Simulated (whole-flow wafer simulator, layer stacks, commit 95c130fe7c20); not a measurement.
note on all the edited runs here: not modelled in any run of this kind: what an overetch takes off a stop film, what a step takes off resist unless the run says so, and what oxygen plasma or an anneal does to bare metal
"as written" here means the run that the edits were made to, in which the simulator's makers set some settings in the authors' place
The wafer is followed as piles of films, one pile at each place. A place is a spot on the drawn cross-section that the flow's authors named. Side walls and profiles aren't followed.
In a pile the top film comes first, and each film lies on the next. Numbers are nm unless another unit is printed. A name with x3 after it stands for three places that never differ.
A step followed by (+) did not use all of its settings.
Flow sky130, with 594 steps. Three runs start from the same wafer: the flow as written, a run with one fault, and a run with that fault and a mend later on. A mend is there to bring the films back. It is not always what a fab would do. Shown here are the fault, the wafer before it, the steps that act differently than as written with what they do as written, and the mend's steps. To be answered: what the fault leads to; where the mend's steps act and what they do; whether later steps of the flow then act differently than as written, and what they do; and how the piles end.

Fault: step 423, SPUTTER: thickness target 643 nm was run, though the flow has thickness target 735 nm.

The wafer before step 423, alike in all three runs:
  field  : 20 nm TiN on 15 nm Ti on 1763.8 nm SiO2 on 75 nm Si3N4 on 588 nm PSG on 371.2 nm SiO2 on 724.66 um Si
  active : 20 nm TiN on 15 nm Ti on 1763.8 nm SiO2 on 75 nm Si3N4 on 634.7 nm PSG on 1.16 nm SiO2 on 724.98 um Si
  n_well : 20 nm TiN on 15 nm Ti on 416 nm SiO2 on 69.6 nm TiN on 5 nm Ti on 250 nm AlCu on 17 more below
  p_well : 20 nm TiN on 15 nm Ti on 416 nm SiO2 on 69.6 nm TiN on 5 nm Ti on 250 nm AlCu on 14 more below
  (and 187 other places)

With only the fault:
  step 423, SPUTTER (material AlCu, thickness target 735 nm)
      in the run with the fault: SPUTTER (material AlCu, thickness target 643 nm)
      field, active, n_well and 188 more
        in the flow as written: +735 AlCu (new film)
        in the run with the fault: +643 AlCu (new film)
  Later steps of the flow acting differently than as written (not shown: 6 more steps that differ only slightly, by at most 2% or 0.5 nm, whichever is larger):
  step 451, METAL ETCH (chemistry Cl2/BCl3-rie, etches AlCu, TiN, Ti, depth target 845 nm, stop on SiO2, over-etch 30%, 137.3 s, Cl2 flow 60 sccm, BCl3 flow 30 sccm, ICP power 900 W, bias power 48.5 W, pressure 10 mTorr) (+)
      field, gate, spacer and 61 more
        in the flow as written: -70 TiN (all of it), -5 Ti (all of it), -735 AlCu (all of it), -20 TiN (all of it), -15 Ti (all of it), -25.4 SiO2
        in the run with the fault: -70 TiN (all of it), -5 Ti (all of it), -643 AlCu (all of it), -20 TiN (all of it), -15 Ti (all of it), -34.5 SiO2
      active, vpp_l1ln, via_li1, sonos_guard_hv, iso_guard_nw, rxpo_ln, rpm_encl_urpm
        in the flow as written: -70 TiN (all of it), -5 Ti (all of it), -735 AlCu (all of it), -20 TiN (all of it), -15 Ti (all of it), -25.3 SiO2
        in the run with the fault: -70 TiN (all of it), -5 Ti (all of it), -643 AlCu (all of it), -20 TiN (all of it), -15 Ti (all of it), -34.5 SiO2
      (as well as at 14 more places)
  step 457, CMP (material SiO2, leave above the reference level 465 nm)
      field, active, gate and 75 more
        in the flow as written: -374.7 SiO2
        in the run with the fault: -457.5 SiO2
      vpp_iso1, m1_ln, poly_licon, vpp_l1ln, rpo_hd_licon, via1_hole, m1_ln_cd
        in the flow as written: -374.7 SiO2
        in the run with the fault: -457.4 SiO2
  At field, active, n_well and 190 more, the piles at the end differ from the flow's by more than 2% or 0.5 nm, whichever is larger.
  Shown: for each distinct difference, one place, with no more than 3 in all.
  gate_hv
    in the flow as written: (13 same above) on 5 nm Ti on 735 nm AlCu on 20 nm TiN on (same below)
    in the run with the fault: (13 same above) on 5 nm Ti on 643 nm AlCu on 20 nm TiN on (same below)
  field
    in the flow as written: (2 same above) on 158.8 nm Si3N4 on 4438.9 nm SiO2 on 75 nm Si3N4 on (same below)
    in the run with the fault: (2 same above) on 158.8 nm Si3N4 on 4346.9 nm SiO2 on 75 nm Si3N4 on (same below)
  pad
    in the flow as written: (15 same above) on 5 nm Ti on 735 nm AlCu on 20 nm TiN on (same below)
    in the run with the fault: (15 same above) on 5 nm Ti on 643 nm AlCu on 20 nm TiN on (same below)

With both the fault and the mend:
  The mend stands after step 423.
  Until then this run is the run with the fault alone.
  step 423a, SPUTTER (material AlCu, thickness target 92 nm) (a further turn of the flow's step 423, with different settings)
      field, active, n_well and 188 more
        +92 AlCu
  Later steps of the flow that are run all act as written at every place that is followed.
  By the end, the piles equal the flow's at every place that both follow.
